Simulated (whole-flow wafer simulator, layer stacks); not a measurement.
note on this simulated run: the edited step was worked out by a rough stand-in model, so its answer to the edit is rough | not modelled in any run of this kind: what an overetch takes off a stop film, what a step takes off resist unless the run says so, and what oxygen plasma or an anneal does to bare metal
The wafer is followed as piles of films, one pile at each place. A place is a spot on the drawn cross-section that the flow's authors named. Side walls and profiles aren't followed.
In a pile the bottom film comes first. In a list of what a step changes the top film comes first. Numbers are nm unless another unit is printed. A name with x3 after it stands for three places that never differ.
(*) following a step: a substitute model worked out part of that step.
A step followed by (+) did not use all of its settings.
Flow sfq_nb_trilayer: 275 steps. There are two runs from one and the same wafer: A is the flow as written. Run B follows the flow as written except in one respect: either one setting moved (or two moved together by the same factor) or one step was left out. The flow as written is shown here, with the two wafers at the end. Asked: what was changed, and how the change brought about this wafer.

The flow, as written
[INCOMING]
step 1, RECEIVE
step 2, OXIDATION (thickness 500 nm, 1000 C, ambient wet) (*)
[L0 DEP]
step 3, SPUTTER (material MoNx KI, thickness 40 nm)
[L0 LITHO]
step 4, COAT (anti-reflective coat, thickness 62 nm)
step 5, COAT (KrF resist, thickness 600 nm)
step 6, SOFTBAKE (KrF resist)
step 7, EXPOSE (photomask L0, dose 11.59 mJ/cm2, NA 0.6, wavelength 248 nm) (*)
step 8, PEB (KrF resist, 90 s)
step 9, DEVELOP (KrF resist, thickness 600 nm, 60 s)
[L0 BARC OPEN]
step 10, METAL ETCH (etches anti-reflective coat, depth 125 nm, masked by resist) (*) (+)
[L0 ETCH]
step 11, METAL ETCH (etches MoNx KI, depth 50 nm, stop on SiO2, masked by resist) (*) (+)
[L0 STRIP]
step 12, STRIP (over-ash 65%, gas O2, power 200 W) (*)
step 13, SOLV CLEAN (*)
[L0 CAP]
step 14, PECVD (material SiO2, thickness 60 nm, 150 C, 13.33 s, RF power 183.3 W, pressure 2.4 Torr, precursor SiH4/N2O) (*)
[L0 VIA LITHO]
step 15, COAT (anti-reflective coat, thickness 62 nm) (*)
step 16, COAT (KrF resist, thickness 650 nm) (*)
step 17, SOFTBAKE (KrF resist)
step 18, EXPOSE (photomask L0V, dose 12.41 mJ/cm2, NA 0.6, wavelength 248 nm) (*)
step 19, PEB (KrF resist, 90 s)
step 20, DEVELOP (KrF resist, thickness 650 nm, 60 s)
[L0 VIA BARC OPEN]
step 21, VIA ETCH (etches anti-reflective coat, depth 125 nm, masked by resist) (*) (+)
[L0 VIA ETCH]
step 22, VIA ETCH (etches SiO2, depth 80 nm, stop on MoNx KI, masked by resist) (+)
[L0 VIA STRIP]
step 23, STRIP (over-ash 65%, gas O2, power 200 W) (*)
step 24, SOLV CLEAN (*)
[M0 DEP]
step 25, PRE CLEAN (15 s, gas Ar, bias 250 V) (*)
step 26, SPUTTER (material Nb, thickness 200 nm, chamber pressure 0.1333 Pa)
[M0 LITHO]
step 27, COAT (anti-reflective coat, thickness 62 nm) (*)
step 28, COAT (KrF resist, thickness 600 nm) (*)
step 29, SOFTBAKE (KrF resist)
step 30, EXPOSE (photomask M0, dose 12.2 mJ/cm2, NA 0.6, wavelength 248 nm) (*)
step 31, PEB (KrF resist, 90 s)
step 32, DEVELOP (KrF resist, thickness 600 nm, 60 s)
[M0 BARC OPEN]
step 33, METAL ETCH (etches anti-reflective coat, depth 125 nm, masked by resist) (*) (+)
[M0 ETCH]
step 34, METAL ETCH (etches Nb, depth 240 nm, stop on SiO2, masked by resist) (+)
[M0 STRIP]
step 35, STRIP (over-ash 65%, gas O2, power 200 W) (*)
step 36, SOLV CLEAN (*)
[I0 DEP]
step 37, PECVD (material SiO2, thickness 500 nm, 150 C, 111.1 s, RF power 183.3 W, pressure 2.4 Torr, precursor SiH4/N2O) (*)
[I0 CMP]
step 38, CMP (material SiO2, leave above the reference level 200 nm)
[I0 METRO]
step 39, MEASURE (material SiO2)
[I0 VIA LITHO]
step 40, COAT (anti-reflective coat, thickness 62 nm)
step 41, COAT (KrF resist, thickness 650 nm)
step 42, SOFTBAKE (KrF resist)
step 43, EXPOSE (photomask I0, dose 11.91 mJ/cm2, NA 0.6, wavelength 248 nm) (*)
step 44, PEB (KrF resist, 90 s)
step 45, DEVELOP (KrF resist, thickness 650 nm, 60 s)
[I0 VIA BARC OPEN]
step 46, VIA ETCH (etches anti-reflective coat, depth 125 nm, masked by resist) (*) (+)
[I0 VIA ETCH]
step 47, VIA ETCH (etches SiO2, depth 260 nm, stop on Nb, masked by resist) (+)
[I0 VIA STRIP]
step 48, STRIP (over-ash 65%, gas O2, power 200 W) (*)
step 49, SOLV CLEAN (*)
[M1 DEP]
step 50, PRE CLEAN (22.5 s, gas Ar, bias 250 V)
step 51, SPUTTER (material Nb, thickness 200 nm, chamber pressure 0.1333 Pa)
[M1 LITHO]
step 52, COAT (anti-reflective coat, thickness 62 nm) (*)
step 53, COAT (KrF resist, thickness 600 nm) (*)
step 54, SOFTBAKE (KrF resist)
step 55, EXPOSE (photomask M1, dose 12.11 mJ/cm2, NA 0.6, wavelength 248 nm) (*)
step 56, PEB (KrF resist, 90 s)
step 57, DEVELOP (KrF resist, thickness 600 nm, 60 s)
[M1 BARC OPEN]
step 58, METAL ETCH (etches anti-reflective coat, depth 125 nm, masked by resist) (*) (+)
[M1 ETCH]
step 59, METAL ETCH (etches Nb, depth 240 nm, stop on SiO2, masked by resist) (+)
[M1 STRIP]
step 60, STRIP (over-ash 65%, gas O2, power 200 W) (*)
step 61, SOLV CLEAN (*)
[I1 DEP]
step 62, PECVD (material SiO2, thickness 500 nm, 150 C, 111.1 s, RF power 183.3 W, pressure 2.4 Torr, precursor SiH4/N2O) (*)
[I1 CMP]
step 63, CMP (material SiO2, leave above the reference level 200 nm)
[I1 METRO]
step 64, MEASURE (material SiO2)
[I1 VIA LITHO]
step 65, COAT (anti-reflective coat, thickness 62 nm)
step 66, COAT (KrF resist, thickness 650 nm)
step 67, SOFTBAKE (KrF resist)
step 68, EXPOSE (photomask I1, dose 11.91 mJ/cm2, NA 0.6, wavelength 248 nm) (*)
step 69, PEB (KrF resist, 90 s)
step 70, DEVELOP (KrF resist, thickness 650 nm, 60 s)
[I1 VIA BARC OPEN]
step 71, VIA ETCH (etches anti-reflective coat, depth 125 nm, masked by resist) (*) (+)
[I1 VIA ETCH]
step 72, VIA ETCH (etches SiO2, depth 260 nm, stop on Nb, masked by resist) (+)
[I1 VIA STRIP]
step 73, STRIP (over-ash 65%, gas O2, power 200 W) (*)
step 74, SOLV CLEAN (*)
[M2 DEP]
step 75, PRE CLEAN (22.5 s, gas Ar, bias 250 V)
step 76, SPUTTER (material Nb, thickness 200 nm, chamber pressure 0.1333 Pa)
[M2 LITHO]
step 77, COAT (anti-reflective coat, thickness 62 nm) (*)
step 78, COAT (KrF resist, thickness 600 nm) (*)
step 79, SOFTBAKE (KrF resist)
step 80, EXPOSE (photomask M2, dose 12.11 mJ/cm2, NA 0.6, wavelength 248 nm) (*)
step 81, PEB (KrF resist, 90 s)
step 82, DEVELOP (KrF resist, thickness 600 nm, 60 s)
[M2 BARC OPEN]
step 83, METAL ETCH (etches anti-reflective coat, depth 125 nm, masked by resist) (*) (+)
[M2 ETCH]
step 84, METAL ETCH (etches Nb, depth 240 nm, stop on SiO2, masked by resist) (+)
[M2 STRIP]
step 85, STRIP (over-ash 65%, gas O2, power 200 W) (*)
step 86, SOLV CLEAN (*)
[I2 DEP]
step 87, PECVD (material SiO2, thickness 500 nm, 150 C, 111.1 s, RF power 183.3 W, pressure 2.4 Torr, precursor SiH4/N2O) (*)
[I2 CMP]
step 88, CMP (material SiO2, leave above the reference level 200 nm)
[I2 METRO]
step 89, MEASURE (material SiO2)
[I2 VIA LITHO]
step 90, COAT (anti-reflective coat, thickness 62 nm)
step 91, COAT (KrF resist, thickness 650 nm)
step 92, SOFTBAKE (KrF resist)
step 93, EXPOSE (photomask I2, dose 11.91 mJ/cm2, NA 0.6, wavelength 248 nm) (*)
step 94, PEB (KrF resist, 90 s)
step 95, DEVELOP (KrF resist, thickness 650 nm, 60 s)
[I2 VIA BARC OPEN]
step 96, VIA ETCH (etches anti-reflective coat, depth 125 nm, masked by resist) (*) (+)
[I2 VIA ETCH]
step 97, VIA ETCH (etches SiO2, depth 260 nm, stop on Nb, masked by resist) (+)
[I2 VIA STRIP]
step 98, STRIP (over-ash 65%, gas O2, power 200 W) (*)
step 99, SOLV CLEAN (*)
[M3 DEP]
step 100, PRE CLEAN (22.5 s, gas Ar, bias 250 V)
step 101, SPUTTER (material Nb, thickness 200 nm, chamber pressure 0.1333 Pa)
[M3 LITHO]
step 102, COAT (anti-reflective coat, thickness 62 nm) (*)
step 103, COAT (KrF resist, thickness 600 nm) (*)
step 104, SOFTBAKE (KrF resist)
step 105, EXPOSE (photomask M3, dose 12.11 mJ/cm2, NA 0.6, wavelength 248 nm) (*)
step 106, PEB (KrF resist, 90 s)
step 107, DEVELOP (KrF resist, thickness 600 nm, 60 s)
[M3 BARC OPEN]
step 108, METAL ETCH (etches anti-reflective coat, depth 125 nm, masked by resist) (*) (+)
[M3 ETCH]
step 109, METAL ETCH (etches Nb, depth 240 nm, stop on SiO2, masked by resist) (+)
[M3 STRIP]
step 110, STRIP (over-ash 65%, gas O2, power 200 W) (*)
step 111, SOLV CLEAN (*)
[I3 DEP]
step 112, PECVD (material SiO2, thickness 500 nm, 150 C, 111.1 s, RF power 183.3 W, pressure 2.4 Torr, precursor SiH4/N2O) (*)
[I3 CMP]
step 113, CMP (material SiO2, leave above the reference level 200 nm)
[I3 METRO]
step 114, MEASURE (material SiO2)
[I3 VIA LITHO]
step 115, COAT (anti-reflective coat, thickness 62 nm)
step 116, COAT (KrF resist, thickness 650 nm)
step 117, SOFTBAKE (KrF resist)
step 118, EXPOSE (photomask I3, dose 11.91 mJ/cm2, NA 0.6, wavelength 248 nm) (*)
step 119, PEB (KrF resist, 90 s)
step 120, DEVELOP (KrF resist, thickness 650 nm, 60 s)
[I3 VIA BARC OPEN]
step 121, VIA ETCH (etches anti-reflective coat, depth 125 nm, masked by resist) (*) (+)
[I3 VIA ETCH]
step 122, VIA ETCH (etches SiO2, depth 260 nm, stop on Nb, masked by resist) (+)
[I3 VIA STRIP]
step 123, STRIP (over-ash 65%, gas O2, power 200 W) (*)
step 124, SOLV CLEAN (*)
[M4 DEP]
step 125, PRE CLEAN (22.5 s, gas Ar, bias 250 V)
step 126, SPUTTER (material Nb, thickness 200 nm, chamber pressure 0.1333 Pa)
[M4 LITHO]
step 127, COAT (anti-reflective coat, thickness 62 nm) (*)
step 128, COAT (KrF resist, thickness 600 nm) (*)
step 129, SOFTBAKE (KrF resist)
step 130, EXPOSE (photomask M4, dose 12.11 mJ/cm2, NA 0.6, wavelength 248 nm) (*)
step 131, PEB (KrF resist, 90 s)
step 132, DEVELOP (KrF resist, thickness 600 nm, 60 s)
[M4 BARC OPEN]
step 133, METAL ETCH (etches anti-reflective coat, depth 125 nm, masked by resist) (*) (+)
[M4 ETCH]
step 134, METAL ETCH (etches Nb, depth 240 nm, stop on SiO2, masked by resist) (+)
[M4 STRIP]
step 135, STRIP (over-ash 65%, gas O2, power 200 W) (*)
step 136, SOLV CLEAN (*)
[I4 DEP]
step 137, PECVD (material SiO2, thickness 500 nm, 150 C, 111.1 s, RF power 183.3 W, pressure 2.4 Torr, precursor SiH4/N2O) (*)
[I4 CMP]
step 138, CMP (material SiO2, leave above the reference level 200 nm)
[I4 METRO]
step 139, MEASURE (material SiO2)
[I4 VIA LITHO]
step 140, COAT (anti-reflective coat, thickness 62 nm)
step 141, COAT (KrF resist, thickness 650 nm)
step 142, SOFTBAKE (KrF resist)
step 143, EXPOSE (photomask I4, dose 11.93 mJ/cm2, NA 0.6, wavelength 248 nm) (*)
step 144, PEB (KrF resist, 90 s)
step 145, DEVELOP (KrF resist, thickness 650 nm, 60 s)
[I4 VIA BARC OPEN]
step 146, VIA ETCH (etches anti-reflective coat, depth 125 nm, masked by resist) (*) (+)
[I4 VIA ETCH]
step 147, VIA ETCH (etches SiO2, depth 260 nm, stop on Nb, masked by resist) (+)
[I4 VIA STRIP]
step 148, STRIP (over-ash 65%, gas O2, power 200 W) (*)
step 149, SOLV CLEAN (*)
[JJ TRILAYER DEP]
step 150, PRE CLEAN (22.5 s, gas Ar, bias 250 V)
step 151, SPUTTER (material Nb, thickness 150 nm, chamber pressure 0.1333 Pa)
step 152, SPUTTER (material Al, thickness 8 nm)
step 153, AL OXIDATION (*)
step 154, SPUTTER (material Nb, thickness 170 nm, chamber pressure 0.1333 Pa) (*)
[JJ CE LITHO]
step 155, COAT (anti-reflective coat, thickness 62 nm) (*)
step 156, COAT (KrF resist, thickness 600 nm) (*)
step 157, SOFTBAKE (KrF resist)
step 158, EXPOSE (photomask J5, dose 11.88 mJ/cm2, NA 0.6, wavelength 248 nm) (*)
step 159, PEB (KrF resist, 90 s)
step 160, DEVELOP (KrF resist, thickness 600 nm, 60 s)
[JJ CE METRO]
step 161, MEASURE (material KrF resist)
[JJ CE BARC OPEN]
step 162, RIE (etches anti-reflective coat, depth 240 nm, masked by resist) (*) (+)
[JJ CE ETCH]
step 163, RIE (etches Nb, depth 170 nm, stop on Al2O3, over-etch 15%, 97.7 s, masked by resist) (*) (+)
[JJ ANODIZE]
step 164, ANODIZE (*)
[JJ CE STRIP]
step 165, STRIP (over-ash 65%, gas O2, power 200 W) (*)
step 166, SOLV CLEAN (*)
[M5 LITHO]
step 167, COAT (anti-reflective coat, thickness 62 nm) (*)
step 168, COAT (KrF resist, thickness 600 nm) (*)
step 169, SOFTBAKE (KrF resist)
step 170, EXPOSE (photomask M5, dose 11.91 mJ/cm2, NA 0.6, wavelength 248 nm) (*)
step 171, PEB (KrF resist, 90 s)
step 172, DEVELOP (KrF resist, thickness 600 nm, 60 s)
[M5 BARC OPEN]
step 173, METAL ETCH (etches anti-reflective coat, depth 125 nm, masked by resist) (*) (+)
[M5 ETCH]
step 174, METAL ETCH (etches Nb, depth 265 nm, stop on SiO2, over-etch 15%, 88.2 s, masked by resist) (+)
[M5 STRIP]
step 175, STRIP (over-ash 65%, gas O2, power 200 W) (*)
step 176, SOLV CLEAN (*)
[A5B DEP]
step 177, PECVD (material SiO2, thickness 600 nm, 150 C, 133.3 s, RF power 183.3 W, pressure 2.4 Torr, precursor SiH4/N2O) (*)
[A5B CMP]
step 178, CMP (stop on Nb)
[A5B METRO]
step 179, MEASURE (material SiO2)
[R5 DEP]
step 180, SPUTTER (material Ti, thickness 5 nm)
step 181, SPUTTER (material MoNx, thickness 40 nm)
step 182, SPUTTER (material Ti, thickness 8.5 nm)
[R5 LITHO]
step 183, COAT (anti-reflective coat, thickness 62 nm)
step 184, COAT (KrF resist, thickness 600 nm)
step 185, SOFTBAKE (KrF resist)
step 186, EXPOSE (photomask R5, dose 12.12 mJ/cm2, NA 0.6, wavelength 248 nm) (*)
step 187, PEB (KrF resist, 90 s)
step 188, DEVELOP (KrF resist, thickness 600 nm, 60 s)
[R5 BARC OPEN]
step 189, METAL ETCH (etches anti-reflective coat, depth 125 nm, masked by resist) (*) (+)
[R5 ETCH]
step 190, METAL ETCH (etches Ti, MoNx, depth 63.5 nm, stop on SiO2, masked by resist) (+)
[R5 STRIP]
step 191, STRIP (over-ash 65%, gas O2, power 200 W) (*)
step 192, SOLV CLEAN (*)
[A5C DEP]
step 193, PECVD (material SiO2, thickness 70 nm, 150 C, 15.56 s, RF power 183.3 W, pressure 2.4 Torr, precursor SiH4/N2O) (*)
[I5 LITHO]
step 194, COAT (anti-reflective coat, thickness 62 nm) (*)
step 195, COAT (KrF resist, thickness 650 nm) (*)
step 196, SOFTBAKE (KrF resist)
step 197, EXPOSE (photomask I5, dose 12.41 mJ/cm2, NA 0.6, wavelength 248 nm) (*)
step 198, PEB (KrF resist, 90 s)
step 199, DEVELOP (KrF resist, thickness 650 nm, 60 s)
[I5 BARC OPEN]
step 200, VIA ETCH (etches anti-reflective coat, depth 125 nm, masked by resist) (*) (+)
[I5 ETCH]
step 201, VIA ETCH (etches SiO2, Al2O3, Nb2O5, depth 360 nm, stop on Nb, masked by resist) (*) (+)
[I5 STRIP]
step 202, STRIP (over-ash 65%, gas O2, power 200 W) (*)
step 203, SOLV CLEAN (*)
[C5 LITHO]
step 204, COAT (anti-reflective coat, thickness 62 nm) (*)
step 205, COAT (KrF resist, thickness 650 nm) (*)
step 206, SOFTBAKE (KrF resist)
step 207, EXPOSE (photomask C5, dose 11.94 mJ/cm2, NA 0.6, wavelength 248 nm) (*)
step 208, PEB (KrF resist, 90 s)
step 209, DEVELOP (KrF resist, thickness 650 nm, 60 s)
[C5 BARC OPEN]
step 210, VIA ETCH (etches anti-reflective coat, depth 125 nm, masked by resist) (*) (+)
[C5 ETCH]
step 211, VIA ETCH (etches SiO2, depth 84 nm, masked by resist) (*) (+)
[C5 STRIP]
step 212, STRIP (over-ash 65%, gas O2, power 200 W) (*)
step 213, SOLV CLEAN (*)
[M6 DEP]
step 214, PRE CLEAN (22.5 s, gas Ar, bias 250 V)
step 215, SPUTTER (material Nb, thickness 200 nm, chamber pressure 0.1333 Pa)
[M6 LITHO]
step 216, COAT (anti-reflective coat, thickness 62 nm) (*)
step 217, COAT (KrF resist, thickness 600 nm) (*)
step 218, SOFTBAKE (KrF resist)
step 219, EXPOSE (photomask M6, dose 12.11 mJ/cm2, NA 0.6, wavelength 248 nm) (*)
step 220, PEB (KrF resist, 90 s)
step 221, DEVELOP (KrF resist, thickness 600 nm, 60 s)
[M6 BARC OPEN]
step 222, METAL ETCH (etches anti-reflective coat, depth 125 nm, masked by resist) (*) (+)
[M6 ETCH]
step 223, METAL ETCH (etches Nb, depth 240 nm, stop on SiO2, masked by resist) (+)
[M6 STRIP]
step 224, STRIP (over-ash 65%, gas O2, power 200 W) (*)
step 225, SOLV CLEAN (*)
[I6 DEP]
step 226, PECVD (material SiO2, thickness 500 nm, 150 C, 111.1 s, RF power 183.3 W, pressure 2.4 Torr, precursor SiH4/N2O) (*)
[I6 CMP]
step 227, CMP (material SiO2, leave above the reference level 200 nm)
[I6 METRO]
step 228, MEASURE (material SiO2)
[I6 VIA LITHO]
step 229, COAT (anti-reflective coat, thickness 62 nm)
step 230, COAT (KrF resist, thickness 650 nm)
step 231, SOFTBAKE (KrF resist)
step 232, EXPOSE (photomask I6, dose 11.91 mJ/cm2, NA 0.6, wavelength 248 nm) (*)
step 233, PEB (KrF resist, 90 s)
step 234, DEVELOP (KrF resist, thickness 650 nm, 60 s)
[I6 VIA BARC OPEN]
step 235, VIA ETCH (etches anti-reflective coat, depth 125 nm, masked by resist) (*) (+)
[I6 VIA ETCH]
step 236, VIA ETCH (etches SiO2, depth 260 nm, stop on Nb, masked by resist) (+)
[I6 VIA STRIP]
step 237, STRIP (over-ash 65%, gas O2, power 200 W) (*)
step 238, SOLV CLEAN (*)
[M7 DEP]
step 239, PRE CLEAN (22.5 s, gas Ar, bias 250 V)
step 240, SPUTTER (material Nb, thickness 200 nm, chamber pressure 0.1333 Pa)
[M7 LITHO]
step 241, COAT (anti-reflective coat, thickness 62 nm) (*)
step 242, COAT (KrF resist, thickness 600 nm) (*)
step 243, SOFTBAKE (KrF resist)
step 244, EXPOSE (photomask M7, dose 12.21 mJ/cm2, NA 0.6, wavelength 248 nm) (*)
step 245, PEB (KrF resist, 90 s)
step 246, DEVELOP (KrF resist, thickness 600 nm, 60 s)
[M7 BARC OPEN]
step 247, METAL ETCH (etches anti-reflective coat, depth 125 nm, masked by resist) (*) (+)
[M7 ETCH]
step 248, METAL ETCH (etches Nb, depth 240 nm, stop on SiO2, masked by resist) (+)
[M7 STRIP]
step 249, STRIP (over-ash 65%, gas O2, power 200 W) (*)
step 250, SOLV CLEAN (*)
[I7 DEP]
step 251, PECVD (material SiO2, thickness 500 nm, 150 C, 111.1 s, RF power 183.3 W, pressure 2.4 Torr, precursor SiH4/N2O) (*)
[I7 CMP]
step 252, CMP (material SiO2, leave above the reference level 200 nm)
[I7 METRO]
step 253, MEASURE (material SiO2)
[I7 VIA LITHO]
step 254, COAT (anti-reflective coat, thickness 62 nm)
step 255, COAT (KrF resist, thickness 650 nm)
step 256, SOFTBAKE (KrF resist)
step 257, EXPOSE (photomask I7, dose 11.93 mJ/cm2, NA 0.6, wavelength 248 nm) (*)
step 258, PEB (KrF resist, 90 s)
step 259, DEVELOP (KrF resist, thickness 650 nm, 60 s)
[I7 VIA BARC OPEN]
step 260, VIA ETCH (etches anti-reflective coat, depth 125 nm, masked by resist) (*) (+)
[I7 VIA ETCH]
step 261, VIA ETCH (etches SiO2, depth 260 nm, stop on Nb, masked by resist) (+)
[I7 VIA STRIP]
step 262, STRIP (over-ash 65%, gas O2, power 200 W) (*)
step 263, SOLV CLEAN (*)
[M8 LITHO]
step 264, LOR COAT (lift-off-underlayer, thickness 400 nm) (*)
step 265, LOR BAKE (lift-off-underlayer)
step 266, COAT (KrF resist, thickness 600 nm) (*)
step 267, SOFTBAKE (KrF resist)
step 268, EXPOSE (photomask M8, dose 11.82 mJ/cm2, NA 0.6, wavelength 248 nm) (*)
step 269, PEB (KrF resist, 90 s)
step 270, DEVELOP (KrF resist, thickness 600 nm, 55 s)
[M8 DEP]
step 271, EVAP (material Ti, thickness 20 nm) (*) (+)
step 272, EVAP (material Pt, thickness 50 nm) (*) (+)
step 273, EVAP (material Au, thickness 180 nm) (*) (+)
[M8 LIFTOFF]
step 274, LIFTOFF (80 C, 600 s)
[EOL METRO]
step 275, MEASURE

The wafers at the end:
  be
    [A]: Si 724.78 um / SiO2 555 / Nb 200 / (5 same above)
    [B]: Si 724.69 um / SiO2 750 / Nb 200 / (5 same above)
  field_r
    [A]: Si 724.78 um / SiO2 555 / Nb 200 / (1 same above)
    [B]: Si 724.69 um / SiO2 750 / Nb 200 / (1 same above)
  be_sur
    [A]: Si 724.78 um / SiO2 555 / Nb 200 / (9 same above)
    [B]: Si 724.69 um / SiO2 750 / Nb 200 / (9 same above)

The reason: step 2, OXIDATION: thickness 695 nm was run, whereas the flow has thickness 500 nm.

Step by step, how the change led to this:
  step 2, OXIDATION (thickness 500 nm, 1000 C, ambient wet) (*)
      field_l, v_sur, via_wl and 103 more: A +500 SiO2 (new film), -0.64 chemical SiO2 (all of it), -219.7 Si | B +695 SiO2 (new film), -0.64 chemical SiO2 (all of it), -305.5 Si
